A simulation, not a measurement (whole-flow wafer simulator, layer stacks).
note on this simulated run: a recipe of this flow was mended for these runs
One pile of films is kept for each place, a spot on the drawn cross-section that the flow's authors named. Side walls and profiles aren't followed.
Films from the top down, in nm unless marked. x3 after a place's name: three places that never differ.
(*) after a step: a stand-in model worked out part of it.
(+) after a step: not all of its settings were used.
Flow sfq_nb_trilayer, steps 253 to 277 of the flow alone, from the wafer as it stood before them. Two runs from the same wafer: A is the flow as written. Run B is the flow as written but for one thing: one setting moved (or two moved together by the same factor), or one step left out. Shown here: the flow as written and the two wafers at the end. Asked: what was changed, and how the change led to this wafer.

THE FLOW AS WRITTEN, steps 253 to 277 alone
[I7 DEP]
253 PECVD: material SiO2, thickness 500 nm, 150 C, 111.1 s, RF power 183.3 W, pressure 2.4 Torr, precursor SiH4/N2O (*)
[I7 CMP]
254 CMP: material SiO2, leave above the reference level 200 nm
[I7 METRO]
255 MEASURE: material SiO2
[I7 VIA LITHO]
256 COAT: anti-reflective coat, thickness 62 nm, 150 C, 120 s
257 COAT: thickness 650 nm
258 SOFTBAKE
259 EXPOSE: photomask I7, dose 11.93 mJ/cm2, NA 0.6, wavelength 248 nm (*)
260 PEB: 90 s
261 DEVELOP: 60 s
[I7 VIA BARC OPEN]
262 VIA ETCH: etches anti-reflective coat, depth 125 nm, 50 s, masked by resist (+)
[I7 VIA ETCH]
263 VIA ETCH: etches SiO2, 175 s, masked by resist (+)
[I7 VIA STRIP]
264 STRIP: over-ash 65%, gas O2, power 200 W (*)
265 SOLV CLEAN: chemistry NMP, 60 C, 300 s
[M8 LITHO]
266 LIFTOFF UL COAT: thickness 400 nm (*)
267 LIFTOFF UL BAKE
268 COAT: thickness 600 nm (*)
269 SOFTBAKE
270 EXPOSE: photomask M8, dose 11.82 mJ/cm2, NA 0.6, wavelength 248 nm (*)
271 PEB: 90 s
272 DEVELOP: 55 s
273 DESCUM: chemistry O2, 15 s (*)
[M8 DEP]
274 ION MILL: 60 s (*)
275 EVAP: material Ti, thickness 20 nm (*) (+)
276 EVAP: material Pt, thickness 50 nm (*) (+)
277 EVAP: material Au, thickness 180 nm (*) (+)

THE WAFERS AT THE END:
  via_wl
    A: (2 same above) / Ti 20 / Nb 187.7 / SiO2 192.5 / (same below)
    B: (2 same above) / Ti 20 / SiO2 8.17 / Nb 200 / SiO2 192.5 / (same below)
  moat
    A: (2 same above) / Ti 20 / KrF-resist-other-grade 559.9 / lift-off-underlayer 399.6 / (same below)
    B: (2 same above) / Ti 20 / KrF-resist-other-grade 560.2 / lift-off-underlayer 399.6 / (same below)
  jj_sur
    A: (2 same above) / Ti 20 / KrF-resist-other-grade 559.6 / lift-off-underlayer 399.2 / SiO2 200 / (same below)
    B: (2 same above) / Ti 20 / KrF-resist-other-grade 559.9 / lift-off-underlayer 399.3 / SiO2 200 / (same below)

The cause: step 263, VIA ETCH: 124 s was run, where the flow has 175 s.

How the change led to this, step by step:
  263 VIA ETCH: etches SiO2, 175 s, masked by resist (+)
      via_wl, via_w, via_wr: A SiO2 -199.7 (all of it), Nb -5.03 | B SiO2 -184.2
      field_l, v_sur, via_sp and 100 more: A KrF-resist-other-grade -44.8 | B KrF-resist-other-grade -31.8
  264 STRIP: over-ash 65%, gas O2, power 200 W (*)
      field_l, v_sur, via_sp and 100 more: A KrF-resist-other-grade -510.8 (all of it), anti-reflective coat -62 (all of it) | B KrF-resist-other-grade -523.9 (all of it), anti-reflective coat -62 (all of it)
  266 LIFTOFF UL COAT: thickness 400 nm (*)
      via_wl, via_wr: A lift-off-underlayer +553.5 (new film) | B lift-off-underlayer +538.2 (new film)
      via_w: A lift-off-underlayer +539.8 (new film) | B lift-off-underlayer +525.9 (new film)
  272 DEVELOP: 55 s
      via_wl: A KrF-resist-other-grade -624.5 (all of it), lift-off-underlayer -553.5 (all of it) | B KrF-resist-other-grade -621.9 (all of it), lift-off-underlayer -538.2 (all of it)
      via_w: A KrF-resist-other-grade -636.4 (all of it), lift-off-underlayer -539.8 (all of it) | B KrF-resist-other-grade -632.6 (all of it), lift-off-underlayer -525.9 (all of it)
      (and at 1 more place)
  274 ION MILL: 60 s (*)
      via_wl, via_w, via_wr: A Nb -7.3 | B SiO2 -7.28
Counting metal films that touch as one body, via_wl has 8 bodies (between them, from the top down: SiO2 8.17; SiO2 192.5; SiO2 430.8 / Al2O3 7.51 / Nb2O5 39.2; SiO2 192.5; SiO2 192.5; SiO2 192.5; SiO2 192.5); the flow as written gives 7 bodies (between them, from the top down: SiO2 192.5; SiO2 430.8 / Al2O3 7.51 / Nb2O5 39.2; SiO2 192.5; SiO2 192.5; SiO2 192.5; SiO2 192.5).
